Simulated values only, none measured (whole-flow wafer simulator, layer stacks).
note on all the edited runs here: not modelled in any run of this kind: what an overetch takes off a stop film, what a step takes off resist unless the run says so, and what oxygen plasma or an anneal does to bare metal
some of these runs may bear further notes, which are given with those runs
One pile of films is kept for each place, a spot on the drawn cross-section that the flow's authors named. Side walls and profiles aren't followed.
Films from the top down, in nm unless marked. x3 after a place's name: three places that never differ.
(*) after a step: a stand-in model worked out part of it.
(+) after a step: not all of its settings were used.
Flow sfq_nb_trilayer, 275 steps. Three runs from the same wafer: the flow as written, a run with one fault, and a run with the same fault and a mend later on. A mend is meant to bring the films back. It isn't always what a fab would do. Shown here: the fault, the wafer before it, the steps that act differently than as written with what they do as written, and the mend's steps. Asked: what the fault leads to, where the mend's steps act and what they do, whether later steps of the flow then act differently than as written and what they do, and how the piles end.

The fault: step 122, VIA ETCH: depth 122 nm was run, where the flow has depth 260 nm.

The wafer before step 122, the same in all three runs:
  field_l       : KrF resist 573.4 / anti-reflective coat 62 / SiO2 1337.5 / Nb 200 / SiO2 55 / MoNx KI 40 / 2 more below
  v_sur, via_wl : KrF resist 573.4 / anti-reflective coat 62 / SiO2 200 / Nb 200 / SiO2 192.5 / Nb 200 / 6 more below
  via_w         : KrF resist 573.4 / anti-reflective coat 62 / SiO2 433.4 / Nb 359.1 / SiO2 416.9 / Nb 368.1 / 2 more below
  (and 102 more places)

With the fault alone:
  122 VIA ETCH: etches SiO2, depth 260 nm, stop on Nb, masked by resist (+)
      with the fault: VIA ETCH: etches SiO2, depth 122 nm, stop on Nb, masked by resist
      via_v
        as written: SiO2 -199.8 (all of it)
        with the fault: SiO2 -122
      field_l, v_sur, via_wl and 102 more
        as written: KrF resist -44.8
        with the fault: KrF resist -21
  Later steps of the flow that act differently than as written (3 more steps differ only slightly, by at most 2% or 0.5 nm, whichever is larger, and aren't shown):
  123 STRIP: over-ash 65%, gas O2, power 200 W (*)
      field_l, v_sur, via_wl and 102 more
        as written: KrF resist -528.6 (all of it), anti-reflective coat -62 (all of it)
        with the fault: KrF resist -552.4 (all of it), anti-reflective coat -62 (all of it)
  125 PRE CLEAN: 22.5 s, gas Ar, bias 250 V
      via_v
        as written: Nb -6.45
        with the fault: SiO2 -7.5
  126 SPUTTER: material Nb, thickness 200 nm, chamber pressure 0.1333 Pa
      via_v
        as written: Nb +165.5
        with the fault: Nb +182.5 (new film)
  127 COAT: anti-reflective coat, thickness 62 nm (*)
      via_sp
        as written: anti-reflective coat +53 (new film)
        with the fault: anti-reflective coat +54.6 (new film)
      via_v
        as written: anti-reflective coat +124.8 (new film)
        with the fault: anti-reflective coat +107.3 (new film)
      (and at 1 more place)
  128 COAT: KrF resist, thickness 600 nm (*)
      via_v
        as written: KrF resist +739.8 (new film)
        with the fault: KrF resist +676.1 (new film)
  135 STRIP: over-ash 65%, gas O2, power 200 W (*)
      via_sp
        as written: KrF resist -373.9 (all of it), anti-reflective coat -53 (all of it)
        with the fault: KrF resist -379.1 (all of it), anti-reflective coat -54.6 (all of it)
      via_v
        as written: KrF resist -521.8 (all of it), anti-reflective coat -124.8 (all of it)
        with the fault: KrF resist -458.3 (all of it), anti-reflective coat -107.3 (all of it)
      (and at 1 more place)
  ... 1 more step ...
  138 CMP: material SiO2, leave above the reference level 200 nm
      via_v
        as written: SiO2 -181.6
        with the fault: SiO2 -160.4
  At the end the piles differ from the flow's by more than 2% or 0.5 nm, whichever is larger, at via_v.
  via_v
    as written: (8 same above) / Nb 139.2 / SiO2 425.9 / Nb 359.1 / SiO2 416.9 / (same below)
    with the fault: (8 same above) / Nb 139.2 / SiO2 332.1 / Nb 182.5 / SiO2 70.3 / Nb 200 / SiO2 416.9 / (same below)

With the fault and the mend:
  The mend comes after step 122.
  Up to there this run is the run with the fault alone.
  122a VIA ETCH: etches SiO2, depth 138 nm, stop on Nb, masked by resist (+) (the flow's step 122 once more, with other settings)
      field_l, v_sur, via_wl and 102 more
        KrF resist -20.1
      via_v
        SiO2 -77.8 (all of it)
  No later step of the flow acts differently than as written, at any place that is followed, by more than 2% or 0.5 nm, whichever is larger.
  At the end the piles are the same as the flow's at every place that both follow.
